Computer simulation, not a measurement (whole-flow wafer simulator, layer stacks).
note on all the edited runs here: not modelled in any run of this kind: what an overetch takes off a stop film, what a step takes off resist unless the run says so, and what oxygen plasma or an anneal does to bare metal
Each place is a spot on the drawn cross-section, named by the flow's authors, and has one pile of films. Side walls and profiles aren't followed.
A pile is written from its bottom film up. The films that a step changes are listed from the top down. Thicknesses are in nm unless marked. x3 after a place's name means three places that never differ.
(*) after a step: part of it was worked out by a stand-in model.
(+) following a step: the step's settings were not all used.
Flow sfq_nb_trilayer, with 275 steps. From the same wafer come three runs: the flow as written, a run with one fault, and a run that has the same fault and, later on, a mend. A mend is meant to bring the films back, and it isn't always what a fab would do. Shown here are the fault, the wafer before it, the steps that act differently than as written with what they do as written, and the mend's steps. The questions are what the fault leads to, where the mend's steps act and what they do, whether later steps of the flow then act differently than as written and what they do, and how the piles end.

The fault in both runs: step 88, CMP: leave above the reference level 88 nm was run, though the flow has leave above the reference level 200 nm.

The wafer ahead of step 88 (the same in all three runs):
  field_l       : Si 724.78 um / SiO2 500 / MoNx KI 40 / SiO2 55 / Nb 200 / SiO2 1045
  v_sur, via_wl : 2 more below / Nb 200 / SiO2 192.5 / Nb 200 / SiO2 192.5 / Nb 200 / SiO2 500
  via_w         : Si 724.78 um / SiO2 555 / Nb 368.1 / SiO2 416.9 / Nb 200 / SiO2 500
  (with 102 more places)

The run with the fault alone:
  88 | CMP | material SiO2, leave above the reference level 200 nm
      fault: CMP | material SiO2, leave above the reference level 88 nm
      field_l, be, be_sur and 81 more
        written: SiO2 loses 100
        fault: SiO2 loses 212
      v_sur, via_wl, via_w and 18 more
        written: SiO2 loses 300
        fault: SiO2 loses 412
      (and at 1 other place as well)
  Steps later in the flow that act otherwise than as written (3 more steps, not shown, differ only slightly: by at most 2% or 0.5 nm, whichever is larger):
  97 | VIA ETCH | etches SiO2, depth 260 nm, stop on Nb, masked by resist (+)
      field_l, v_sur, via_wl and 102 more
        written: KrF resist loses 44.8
        fault: KrF resist loses 22.7
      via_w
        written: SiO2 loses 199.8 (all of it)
        fault: SiO2 loses 87.8 (all of it)
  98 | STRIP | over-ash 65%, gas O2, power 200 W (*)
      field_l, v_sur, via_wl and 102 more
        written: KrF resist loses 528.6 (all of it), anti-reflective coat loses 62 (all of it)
        fault: KrF resist loses 550.7 (all of it), anti-reflective coat loses 62 (all of it)
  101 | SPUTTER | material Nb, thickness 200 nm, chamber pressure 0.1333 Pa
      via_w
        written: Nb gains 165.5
        fault: Nb gains 190.5
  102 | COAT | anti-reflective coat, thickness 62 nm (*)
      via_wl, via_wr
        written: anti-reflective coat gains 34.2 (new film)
        fault: anti-reflective coat gains 38 (new film)
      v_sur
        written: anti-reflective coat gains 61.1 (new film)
        fault: anti-reflective coat gains 57.8 (new film)
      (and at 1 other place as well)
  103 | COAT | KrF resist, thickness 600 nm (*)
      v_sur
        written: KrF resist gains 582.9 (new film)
        fault: KrF resist gains 595.4 (new film)
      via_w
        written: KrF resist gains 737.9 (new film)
        fault: KrF resist gains 644.5 (new film)
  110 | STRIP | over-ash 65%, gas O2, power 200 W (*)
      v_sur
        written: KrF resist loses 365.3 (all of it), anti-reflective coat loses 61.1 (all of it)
        fault: KrF resist loses 377.8 (all of it), anti-reflective coat loses 57.8 (all of it)
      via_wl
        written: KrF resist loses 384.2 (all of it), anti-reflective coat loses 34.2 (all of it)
        fault: KrF resist loses 394.2 (all of it), anti-reflective coat loses 38 (all of it)
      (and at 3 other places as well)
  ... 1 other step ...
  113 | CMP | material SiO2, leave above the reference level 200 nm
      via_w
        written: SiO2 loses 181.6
        fault: SiO2 loses 203.6
  At field_l, v_sur, via_wl and 103 more, the piles at the end differ from the flow's by more than 2% or 0.5 nm, whichever is larger.
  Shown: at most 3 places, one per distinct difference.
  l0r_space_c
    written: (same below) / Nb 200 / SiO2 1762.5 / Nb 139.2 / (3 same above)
    fault: (same below) / Nb 200 / SiO2 1650.5 / Nb 139.2 / (3 same above)
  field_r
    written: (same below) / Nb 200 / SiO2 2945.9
    fault: (same below) / Nb 200 / SiO2 2833.9
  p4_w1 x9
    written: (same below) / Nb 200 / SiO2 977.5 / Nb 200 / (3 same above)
    fault: (same below) / Nb 200 / SiO2 865.5 / Nb 200 / (3 same above)

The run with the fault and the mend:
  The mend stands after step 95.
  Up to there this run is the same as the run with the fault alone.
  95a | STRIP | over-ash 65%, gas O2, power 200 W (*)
      field_l, v_sur, via_wl and 102 more
        KrF resist loses 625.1 (all of it), anti-reflective coat loses 62 (all of it)
      via_w
        anti-reflective coat loses 62 (all of it)
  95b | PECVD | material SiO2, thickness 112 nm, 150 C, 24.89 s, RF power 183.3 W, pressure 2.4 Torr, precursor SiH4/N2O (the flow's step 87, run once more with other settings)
      field_l, v_sur, via_wl and 103 more
        SiO2 gains 112
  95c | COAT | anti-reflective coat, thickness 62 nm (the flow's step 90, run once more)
      field_l, v_sur, via_wl and 103 more
        anti-reflective coat gains 62 (new film)
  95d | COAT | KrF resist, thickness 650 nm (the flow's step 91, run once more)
      field_l, v_sur, via_wl and 103 more
        KrF resist gains 650 (new film)
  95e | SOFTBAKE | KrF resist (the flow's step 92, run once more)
      leaves every film unchanged at each place that is followed
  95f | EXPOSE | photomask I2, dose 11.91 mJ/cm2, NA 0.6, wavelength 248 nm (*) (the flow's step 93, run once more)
      leaves every film unchanged at each place that is followed
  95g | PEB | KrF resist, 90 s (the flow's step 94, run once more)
      field_l, v_sur, via_wl and 103 more
        KrF resist loses 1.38
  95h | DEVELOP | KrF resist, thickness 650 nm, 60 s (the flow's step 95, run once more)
      field_l, v_sur, via_wl and 102 more
        KrF resist loses 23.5
      via_w
        KrF resist loses 648.6 (all of it)
  Later steps of the flow that are run all act as written at every place that is followed.
  By the end, the piles equal the flow's at every place that both follow.
